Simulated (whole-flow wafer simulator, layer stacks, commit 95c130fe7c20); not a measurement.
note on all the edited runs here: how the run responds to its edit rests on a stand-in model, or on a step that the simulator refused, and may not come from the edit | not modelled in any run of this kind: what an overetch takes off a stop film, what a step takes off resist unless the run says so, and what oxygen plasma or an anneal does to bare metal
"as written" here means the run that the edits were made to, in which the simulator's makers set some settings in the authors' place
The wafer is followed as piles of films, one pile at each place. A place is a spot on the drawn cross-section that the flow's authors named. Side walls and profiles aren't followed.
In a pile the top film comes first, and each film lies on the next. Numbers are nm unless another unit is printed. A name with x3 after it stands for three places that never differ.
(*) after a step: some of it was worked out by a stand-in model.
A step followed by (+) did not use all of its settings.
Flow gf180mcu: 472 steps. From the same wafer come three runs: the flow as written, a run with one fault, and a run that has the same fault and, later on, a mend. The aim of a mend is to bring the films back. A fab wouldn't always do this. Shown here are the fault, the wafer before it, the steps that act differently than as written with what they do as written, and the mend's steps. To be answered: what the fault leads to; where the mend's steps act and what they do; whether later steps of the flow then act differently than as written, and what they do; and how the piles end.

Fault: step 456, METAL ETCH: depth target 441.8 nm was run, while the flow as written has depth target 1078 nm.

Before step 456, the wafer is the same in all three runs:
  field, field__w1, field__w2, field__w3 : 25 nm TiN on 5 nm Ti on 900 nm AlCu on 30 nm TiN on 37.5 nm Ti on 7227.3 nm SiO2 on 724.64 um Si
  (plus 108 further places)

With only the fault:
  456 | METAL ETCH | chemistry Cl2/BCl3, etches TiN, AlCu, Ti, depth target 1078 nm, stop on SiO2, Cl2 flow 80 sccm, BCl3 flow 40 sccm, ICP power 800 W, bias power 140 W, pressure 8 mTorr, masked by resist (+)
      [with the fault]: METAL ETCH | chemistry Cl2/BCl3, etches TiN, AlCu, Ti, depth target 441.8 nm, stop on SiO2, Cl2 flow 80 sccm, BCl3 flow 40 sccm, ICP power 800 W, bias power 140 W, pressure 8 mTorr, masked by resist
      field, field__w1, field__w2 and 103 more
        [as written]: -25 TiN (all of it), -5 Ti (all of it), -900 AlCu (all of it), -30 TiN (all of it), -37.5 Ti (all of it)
        [with the fault]: -25 TiN (all of it), -5 Ti (all of it), -411.8 AlCu
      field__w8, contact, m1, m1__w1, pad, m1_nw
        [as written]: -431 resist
        [with the fault]: -176.7 resist
  Steps later in the flow that act otherwise than as written:
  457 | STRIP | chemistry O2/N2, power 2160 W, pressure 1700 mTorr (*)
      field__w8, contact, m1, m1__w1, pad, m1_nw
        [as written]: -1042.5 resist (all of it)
        [with the fault]: -1296.7 resist (all of it)
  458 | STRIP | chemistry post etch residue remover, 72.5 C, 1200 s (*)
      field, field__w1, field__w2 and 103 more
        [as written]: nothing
        [with the fault]: -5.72 AlCu
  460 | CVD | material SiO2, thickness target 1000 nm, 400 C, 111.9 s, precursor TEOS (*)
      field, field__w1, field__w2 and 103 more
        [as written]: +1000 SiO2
        [with the fault]: +1000 SiO2 (new film)
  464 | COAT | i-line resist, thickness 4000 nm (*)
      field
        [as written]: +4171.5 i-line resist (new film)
        [with the fault]: +4062.1 i-line resist (new film)
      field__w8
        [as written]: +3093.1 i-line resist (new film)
        [with the fault]: +3586.8 i-line resist (new film)
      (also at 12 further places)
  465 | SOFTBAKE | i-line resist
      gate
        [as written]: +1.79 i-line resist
        [with the fault]: -1.25 i-line resist
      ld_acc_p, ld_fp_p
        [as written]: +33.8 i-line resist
        [with the fault]: +11.4 i-line resist
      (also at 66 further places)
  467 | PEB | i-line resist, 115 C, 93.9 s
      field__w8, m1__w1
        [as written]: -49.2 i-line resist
        [with the fault]: -59.3 i-line resist
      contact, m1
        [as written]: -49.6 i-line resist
        [with the fault]: -59.5 i-line resist
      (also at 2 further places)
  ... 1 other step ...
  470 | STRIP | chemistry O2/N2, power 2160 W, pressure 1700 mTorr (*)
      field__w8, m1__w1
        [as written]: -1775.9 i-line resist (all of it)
        [with the fault]: -2303.2 i-line resist (all of it)
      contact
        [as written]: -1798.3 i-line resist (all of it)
        [with the fault]: -2309.9 i-line resist (all of it)
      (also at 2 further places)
  The piles end different from the flow's at field, field__w1, field__w2 and 103 more by more than 2% or 0.5 nm, whichever is larger.
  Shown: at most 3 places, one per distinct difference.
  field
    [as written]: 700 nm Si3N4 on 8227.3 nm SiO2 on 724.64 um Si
    [with the fault]: 700 nm Si3N4 on 1000 nm SiO2 on 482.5 nm AlCu on 30 nm TiN on 37.5 nm Ti on 7227.3 nm SiO2 on 724.64 um Si
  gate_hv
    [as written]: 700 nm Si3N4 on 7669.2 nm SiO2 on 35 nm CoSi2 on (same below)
    [with the fault]: 700 nm Si3N4 on 1000 nm SiO2 on 482.5 nm AlCu on 30 nm TiN on 37.5 nm Ti on 6669.2 nm SiO2 on 35 nm CoSi2 on (same below)
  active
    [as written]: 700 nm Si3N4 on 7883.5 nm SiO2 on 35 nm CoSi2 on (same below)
    [with the fault]: 700 nm Si3N4 on 1000 nm SiO2 on 482.5 nm AlCu on 30 nm TiN on 37.5 nm Ti on 6883.5 nm SiO2 on 35 nm CoSi2 on (same below)

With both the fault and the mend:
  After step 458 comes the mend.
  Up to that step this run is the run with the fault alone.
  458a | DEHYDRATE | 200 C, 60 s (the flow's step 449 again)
      does not change any film at any place that is followed
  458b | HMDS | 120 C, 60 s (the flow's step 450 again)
      does not change any film at any place that is followed
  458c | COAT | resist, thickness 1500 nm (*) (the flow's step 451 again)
      iso_ptap_pw, iso_ntap_nw, iso_nw_fld and 33 more
        +1500 resist (new film)
      field_sub, field_sub__w1, field_sub__w2 and 6 more
        +1506 resist (new film)
      field_sub__w4, ld_gate_p, ld_acc_p, ld_fp_p, ld_drift_p, ld_drn_p, ld_body_p_dnw
        +1505.9 resist (new film)
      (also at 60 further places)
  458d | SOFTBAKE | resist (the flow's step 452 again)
      field__w6, gate_hv5
        -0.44 resist
      field__w13, field_sub__w1
        -0.45 resist
      field_sub__w4, nplus_u
        -0.09 resist
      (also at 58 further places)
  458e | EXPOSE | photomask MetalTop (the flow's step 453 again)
      does not change any film at any place that is followed
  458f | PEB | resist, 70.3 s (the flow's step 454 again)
      field__w2, field__w3, field__w5 and 46 more
        -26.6 resist
      iso_ptap_pw, iso_ntap_nw, iso_nw_fld and 33 more
        -26.5 resist
      gate_hv, nw_enc_fld_lv, nw_enc_fld_lv__w3, polyc_n, polyc_n_rim, gate_p_hv5
        -26.9 resist
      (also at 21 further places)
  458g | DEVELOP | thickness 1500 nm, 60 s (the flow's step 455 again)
      iso_ptap_pw, iso_ntap_nw, iso_nw_fld and 33 more
        -1473.5 resist (all of it)
      field__w7, field__w11, field__w13, mim, pplus_u, ppoly_u, npoly_sal
        -1479.7 resist (all of it)
      field_sub__w4, ld_sd_n, ld_acc_p, ld_fp_p, ld_drift_p, ld_drn_p, ld_body_p_dnw
        -1479.2 resist (all of it)
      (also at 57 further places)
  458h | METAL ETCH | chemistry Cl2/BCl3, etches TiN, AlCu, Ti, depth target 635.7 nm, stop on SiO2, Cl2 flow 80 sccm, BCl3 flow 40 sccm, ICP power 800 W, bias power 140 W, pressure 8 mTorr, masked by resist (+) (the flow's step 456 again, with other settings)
      field, field__w1, field__w2 and 103 more
        -482.5 AlCu (all of it), -30 TiN (all of it), -37.5 Ti (all of it)
      field__w8, contact, m1, m1__w1, pad, m1_nw
        -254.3 resist
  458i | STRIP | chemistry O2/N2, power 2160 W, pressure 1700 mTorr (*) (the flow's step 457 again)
      field__w8
        -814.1 resist (all of it)
      contact
        -813.1 resist (all of it)
      m1
        -813.2 resist (all of it)
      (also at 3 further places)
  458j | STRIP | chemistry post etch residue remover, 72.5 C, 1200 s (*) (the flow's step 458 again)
      field__w8, contact, m1, m1__w1, pad, m1_nw
        -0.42 TiN
  None of the later steps of the flow differs from how it acts as written, at any place that is followed, by more than 2% or 0.5 nm, whichever is larger.
  When the end is reached, the piles differ only a little from the flow's at the places that both follow, at most by 2% or 0.5 nm, whichever is larger.
